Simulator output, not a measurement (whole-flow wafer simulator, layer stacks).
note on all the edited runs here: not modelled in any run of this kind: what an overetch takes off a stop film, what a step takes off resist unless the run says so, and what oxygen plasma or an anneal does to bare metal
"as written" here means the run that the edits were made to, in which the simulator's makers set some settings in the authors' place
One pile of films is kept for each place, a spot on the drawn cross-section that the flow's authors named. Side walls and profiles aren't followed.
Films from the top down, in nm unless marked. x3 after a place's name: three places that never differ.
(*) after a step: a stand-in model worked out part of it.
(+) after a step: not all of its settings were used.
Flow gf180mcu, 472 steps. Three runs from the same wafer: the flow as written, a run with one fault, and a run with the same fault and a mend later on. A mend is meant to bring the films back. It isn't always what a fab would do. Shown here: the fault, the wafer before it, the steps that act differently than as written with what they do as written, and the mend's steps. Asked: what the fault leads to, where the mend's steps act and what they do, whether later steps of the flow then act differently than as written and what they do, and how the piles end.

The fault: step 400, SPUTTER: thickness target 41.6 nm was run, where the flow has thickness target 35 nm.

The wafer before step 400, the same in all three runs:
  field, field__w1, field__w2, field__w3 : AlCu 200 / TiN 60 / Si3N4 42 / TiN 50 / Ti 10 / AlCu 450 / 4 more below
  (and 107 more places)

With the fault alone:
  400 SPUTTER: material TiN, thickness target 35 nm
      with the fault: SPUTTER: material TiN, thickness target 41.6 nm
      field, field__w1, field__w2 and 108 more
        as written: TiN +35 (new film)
        with the fault: TiN +41.6 (new film)
  Later steps of the flow that act differently than as written (8 more steps differ only slightly, by at most 2% or 0.5 nm, whichever is larger, and aren't shown):
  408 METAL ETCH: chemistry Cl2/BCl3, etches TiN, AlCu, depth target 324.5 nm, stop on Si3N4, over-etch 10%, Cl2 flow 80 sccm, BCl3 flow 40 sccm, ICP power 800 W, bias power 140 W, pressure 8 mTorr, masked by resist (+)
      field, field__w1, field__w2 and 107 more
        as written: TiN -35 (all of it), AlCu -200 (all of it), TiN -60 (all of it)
        with the fault: TiN -41.6 (all of it), AlCu -200 (all of it), TiN -60 (all of it)
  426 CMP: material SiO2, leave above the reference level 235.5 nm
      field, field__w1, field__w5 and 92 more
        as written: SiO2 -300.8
        with the fault: SiO2 -294.2
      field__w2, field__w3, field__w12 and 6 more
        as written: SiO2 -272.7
        with the fault: SiO2 -266.1
  At the end the piles differ from the flow's by more than 2% or 0.5 nm, whichever is larger, at mim.
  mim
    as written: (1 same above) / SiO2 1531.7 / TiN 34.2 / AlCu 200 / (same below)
    with the fault: (1 same above) / SiO2 1531.7 / TiN 40.8 / AlCu 200 / (same below)

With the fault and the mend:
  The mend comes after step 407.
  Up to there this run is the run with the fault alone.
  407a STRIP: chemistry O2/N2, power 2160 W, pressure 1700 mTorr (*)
      mim
        resist -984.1 (all of it)
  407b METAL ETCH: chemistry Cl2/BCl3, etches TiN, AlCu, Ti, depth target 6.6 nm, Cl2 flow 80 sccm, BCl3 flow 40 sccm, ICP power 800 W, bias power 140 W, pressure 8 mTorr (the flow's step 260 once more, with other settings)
      field, field__w1, field__w2 and 108 more
        TiN -6.6
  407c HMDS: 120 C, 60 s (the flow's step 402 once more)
      changes no film at any place that is followed
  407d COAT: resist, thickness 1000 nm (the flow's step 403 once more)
      field, field__w1, field__w2 and 108 more
        resist +1000 (new film)
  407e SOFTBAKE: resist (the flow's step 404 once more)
      changes no film at any place that is followed
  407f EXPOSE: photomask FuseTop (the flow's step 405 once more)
      changes no film at any place that is followed
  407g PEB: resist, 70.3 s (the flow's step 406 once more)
      field, field__w1, field__w2 and 108 more
        resist -15.9
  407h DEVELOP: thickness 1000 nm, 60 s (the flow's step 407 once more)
      field, field__w1, field__w2 and 107 more
        resist -984.1 (all of it)
  No later step of the flow acts differently than as written at any place that is followed.
  At the end the piles are the same as the flow's at every place that both follow.
